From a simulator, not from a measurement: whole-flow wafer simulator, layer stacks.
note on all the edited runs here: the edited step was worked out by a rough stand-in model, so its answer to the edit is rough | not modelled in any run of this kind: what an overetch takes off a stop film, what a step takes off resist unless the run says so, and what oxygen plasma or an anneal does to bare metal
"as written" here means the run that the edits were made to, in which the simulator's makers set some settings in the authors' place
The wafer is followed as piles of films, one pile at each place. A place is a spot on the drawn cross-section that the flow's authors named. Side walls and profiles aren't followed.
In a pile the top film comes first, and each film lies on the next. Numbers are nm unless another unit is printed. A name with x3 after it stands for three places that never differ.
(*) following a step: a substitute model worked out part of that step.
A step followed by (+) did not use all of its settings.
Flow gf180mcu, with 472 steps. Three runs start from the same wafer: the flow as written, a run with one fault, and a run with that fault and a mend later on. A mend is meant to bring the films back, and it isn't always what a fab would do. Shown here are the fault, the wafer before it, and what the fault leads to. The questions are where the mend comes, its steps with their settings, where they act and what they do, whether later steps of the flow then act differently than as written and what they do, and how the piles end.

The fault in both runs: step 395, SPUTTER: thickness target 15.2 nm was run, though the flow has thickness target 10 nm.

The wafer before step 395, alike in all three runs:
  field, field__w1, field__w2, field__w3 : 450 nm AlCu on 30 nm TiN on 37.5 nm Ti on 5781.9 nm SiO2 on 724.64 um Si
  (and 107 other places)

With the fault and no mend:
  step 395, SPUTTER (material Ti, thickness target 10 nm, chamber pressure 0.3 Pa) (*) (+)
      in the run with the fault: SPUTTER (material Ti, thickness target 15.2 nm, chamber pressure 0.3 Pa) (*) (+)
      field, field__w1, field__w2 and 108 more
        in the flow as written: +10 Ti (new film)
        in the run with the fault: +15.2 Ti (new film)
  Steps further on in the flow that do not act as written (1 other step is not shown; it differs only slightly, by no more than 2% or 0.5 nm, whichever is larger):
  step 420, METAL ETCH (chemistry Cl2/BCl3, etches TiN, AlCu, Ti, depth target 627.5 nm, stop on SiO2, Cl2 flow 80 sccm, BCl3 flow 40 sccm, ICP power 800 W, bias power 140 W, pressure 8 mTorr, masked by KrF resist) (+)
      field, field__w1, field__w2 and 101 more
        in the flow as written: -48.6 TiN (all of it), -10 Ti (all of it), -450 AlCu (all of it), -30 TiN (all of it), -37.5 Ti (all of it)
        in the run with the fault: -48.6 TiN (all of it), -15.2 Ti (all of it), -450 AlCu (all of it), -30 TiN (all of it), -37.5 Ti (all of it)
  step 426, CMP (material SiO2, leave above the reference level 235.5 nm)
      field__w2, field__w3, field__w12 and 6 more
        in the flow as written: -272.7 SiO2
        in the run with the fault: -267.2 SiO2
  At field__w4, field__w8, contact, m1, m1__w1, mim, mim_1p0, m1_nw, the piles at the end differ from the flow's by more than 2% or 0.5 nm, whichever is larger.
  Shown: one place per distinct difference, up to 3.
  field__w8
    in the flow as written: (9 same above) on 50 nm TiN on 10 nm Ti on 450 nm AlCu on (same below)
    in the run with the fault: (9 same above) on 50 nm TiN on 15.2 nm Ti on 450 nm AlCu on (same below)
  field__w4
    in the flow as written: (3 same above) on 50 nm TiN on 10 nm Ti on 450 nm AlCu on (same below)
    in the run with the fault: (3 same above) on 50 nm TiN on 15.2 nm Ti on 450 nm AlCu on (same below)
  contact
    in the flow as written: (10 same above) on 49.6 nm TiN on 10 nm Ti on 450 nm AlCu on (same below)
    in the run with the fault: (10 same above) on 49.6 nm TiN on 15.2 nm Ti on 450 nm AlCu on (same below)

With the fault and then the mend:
  The mend stands after step 395.
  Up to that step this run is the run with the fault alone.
  step 395a, METAL ETCH (chemistry Cl2/BCl3, etches TiN, AlCu, Ti, depth target 5.2 nm, Cl2 flow 80 sccm, BCl3 flow 40 sccm, ICP power 800 W, bias power 140 W, pressure 8 mTorr) (the flow's step 260, run once more with other settings)
      field, field__w1, field__w2 and 108 more
        -5.2 Ti
  Every later step of the flow that is run acts as written at every place that is followed.
  By the end, the piles equal the flow's at every place that both follow.
